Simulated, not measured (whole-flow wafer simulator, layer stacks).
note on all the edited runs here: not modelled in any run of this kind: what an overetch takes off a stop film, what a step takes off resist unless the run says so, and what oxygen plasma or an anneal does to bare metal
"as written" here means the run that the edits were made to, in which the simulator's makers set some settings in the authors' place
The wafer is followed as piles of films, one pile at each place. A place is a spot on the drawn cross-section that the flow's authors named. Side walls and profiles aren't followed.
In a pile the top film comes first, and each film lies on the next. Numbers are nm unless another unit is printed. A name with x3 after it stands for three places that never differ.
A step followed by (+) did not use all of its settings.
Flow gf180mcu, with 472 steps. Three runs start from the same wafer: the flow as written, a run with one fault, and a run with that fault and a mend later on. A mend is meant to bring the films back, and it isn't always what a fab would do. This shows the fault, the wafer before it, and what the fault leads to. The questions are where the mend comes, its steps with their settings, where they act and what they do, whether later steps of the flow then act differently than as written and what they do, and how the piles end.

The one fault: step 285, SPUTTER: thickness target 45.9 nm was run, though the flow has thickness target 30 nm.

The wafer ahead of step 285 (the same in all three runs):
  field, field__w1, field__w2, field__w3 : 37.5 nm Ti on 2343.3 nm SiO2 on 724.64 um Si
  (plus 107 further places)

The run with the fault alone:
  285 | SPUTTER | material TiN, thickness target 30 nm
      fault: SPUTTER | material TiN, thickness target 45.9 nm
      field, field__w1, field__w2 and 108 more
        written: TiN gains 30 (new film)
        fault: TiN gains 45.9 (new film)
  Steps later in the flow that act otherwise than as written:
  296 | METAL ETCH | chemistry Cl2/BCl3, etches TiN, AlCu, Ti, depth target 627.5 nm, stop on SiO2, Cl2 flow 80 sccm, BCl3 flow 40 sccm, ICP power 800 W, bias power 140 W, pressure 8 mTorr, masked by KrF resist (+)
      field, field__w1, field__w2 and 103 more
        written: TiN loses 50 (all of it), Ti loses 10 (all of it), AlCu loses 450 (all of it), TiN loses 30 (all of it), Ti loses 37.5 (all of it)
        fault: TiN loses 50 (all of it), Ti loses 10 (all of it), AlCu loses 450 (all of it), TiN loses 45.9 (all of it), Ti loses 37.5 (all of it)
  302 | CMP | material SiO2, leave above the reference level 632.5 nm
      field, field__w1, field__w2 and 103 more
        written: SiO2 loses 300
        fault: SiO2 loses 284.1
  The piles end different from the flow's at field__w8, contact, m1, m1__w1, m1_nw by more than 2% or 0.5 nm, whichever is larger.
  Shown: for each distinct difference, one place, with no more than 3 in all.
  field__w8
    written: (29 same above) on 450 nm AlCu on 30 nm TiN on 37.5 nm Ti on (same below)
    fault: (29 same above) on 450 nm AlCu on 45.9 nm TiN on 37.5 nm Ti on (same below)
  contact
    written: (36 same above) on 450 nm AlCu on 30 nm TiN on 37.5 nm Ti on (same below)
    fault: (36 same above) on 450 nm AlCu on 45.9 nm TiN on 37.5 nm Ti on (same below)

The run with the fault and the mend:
  The mend follows step 285.
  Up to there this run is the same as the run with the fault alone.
  285a | METAL ETCH | chemistry Cl2/BCl3, etches TiN, AlCu, Ti, depth target 15.9 nm, Cl2 flow 80 sccm, BCl3 flow 40 sccm, ICP power 800 W, bias power 140 W, pressure 8 mTorr (the flow's step 260 again, with other settings)
      field, field__w1, field__w2 and 108 more
        TiN loses 15.9
  Later steps of the flow that are run all act as written at every place that is followed.
  At every place that both follow, the piles at the end match the flow's.
